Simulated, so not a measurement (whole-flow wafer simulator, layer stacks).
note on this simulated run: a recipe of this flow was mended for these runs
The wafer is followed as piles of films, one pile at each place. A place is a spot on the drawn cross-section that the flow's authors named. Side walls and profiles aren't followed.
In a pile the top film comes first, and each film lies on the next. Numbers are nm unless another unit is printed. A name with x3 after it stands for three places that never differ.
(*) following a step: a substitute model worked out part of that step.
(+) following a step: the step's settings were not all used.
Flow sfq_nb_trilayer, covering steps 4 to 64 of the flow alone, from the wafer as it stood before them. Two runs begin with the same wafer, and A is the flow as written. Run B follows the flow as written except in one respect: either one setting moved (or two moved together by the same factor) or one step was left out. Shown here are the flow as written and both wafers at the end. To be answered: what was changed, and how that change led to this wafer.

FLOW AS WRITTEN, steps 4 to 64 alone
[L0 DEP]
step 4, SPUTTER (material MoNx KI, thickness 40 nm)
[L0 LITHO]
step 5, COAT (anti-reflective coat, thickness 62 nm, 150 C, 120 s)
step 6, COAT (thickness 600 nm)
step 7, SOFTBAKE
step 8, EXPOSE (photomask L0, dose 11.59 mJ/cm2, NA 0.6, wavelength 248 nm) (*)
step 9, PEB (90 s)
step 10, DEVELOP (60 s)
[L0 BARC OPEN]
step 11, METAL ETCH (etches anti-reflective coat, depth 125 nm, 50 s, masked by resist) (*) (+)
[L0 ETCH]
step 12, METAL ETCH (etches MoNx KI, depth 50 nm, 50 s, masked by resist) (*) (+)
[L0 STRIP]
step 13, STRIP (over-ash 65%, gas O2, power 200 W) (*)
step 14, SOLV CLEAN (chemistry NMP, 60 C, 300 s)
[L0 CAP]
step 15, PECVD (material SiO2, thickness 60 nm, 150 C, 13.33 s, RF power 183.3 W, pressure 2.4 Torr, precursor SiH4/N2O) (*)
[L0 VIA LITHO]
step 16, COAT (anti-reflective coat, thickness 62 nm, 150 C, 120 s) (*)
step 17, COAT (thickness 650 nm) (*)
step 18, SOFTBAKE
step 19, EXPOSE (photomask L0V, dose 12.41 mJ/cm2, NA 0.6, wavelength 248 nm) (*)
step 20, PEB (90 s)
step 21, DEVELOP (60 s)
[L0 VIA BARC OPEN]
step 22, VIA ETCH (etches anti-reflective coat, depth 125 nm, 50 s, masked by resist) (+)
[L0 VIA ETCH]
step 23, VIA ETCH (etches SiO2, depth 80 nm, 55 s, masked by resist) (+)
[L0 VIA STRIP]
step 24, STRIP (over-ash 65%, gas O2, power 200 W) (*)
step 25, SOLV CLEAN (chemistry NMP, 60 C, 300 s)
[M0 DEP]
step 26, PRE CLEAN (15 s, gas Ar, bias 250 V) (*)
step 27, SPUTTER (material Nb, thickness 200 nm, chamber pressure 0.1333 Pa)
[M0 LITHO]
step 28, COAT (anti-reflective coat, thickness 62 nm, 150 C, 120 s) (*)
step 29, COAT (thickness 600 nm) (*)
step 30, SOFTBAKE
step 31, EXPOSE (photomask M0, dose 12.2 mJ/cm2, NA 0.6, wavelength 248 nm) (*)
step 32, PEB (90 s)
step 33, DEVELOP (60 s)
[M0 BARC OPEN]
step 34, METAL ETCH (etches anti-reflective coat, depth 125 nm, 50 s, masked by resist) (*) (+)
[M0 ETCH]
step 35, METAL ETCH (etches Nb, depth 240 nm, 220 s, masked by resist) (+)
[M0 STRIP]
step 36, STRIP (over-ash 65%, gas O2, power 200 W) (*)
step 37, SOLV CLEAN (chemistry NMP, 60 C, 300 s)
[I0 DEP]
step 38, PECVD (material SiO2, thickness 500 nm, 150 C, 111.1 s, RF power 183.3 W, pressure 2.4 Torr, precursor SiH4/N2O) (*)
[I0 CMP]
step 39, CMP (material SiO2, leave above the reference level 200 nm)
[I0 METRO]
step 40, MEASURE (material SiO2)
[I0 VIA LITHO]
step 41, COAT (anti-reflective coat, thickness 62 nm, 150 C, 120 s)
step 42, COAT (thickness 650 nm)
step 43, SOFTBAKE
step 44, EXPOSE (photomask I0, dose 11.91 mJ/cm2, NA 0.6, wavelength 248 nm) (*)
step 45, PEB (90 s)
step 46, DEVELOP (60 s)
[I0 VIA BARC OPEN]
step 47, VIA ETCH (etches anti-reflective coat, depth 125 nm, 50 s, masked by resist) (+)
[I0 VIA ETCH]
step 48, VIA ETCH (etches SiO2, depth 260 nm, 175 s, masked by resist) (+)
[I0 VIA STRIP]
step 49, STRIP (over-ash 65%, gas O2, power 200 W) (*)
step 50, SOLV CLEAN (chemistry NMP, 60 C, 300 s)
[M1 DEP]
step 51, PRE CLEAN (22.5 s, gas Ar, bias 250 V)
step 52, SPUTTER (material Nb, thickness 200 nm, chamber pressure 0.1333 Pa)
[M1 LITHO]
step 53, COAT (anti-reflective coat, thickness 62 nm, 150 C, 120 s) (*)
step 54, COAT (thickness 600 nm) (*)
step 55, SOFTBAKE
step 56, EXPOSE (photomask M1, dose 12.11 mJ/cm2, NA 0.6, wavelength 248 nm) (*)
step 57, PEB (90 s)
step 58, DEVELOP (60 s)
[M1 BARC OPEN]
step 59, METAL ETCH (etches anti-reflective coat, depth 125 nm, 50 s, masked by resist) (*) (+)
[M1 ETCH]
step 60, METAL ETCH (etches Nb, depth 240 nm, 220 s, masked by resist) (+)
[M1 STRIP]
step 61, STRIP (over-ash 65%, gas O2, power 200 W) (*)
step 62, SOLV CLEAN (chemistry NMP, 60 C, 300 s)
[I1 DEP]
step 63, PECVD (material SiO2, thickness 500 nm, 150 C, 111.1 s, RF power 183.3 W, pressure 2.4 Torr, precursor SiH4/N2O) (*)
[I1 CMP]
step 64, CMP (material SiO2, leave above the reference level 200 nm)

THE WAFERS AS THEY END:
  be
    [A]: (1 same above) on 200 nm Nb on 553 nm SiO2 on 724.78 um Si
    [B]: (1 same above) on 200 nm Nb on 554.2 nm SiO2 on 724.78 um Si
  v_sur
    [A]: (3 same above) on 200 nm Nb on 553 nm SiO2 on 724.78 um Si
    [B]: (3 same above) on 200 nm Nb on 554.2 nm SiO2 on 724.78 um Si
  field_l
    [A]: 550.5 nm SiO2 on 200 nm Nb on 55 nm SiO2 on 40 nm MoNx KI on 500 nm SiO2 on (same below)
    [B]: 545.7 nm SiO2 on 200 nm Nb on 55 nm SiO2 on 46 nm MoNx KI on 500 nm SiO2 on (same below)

Cause: step 4, SPUTTER: thickness 46 nm was run, whereas the flow has thickness 40 nm.
The wafer itself shows it: field_l has MoNx KI 46, and step 4 as written asks for 40 nm.

Step by step, how the change led to this:
  step 4, SPUTTER (material MoNx KI, thickness 40 nm)
      field_l, v_sur, via_wl and 103 more: A MoNx KI gains 40 (new film) | B MoNx KI gains 46 (new film)
  step 12, METAL ETCH (etches MoNx KI, depth 50 nm, 50 s, masked by resist) (*) (+)
      v_sur, via_wl, via_w and 97 more: A MoNx KI loses 40 (all of it), SiO2 loses 2 | B MoNx KI loses 46 (all of it), SiO2 loses 0.8
  step 16, COAT (anti-reflective coat, thickness 62 nm, 150 C, 120 s) (*)
      field_l: A anti-reflective coat gains 50 (new film) | B anti-reflective coat gains 48.7 (new film)
      v_sur: A anti-reflective coat gains 78.1 (new film) | B anti-reflective coat gains 79.8 (new film)
      (as well as at 2 more places)
  step 24, STRIP (over-ash 65%, gas O2, power 200 W) (*)
      field_l: A KrF-resist-other-grade loses 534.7 (all of it), anti-reflective coat loses 50 (all of it) | B KrF-resist-other-grade loses 533.9 (all of it), anti-reflective coat loses 48.7 (all of it)
      v_sur: A KrF-resist-other-grade loses 544.6 (all of it), anti-reflective coat loses 78.1 (all of it) | B KrF-resist-other-grade loses 545 (all of it), anti-reflective coat loses 79.8 (all of it)
      (as well as at 2 more places)
  step 28, COAT (anti-reflective coat, thickness 62 nm, 150 C, 120 s) (*)
      v_sur: A anti-reflective coat gains 78.2 (new film) | B anti-reflective coat gains 80.1 (new film)
      lsp_r: A anti-reflective coat gains 71.1 (new film) | B anti-reflective coat gains 72.7 (new film)
      (as well as at 2 more places)
  step 36, STRIP (over-ash 65%, gas O2, power 200 W) (*)
      v_sur: A KrF-resist-other-grade loses 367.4 (all of it), anti-reflective coat loses 78.2 (all of it) | B KrF-resist-other-grade loses 367.8 (all of it), anti-reflective coat loses 80.1 (all of it)
      lsp_r: A KrF-resist-other-grade loses 368.6 (all of it), anti-reflective coat loses 71.1 (all of it) | B KrF-resist-other-grade loses 369.2 (all of it), anti-reflective coat loses 72.7 (all of it)
      (as well as at 2 more places)
